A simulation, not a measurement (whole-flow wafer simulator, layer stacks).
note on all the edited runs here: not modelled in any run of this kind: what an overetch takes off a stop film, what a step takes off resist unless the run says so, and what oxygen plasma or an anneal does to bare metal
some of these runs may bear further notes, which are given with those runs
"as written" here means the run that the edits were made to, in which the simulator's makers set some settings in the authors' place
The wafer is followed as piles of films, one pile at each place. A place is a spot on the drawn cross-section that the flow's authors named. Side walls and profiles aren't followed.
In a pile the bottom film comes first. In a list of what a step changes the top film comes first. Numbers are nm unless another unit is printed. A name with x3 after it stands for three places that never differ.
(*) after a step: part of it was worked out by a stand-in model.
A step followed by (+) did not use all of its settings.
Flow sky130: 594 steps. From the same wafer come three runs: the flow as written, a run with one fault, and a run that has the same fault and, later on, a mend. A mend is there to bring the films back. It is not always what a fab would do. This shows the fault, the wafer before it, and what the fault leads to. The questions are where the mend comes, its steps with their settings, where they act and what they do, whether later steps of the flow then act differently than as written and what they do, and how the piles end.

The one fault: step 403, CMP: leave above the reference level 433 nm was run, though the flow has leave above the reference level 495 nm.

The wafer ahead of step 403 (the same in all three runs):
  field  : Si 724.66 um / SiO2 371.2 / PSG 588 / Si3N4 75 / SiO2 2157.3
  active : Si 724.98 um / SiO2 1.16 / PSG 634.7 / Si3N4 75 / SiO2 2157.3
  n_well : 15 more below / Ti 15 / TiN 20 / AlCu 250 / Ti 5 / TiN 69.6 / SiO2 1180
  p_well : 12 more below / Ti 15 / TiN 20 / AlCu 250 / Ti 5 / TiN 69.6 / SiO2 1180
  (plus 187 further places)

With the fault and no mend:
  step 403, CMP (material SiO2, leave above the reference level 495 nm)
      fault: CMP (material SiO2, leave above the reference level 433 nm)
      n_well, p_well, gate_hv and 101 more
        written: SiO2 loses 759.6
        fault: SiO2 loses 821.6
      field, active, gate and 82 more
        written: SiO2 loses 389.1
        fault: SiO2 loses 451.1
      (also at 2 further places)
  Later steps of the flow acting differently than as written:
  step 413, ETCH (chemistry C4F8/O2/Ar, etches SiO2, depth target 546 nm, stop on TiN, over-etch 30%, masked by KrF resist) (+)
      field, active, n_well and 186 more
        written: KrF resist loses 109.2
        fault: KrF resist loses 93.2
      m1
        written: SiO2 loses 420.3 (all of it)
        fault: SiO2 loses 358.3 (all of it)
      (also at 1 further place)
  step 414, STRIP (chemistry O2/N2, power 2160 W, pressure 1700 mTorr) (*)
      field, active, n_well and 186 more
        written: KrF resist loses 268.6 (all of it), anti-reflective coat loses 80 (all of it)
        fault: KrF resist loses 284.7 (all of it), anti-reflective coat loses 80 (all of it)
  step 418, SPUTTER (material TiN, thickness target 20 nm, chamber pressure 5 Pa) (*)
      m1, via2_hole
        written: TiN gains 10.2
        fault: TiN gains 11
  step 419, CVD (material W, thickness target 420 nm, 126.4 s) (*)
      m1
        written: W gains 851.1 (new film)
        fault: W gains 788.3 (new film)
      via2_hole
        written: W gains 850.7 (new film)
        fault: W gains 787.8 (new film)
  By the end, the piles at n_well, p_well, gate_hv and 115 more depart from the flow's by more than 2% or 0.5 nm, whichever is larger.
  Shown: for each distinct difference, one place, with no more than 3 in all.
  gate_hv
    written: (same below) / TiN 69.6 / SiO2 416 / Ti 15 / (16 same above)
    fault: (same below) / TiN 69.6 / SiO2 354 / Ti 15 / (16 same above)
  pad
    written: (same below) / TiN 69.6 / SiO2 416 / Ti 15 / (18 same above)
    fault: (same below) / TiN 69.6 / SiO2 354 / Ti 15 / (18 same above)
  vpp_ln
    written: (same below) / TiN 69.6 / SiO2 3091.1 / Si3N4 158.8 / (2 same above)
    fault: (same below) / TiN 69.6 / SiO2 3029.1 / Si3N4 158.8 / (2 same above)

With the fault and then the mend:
  The mend stands after step 403.
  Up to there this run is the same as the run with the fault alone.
  step 403a, HDPCVD (thickness target 62 nm) (*) (the flow's step 402, run once more with other settings)
      field, active, n_well and 188 more
        SiO2 gains 62
  Every later step of the flow that is run acts as written, at every place that is followed, to within 2% or 0.5 nm, whichever is larger.
  At every place that both follow, the piles at the end match the flow's.
